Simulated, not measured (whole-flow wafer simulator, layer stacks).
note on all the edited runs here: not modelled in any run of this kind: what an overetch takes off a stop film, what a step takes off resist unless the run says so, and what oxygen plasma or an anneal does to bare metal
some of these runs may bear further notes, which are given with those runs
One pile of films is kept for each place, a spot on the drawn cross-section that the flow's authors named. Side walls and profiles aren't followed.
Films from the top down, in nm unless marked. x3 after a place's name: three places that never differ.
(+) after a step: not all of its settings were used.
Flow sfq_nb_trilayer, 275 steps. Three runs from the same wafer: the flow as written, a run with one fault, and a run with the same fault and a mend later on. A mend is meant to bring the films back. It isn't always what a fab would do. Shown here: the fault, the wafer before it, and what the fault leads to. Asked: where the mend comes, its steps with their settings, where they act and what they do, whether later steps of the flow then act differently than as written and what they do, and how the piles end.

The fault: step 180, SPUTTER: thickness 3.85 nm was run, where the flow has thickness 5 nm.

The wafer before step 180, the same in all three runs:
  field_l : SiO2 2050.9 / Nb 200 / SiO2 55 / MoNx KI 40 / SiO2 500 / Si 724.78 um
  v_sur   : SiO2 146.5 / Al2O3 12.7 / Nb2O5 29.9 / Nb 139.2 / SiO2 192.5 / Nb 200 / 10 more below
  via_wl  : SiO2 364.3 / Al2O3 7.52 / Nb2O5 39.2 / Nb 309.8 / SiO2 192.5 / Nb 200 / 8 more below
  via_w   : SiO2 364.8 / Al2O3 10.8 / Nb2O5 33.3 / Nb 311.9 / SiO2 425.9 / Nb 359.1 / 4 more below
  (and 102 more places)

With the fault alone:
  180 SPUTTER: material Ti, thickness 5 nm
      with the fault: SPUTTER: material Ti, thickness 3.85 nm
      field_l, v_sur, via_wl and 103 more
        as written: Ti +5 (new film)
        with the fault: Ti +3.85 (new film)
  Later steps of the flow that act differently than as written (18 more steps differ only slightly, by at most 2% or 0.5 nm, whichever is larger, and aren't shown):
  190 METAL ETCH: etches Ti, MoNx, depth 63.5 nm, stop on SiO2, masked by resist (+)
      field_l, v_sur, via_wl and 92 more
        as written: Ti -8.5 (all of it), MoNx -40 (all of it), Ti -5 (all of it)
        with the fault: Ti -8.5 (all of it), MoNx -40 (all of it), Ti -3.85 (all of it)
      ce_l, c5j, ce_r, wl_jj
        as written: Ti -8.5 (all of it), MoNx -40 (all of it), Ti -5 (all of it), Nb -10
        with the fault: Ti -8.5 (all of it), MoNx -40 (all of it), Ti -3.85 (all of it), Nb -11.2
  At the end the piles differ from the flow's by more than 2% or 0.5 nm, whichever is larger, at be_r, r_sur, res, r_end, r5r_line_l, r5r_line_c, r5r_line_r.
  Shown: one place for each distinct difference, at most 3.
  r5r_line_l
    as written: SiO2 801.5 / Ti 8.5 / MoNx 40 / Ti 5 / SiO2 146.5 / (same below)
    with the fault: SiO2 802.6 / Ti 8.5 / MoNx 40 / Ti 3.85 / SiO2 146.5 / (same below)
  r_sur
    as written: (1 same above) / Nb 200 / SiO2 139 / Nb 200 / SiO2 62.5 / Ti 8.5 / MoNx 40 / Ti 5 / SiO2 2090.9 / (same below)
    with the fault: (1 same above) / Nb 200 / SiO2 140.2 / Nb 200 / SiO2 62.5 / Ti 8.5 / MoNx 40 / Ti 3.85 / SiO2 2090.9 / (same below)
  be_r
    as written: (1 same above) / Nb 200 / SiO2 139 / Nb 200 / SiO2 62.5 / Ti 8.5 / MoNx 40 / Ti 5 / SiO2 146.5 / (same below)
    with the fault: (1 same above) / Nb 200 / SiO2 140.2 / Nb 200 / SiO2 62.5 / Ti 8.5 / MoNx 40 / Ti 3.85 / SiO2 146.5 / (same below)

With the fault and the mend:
  The mend comes after step 180.
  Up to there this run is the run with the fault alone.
  180a SPUTTER: material Ti, thickness 1.15 nm (the flow's step 180 once more, with other settings)
      field_l, v_sur, via_wl and 103 more
        Ti +1.15
  No later step of the flow acts differently than as written at any place that is followed.
  At the end the piles are the same as the flow's at every place that both follow.
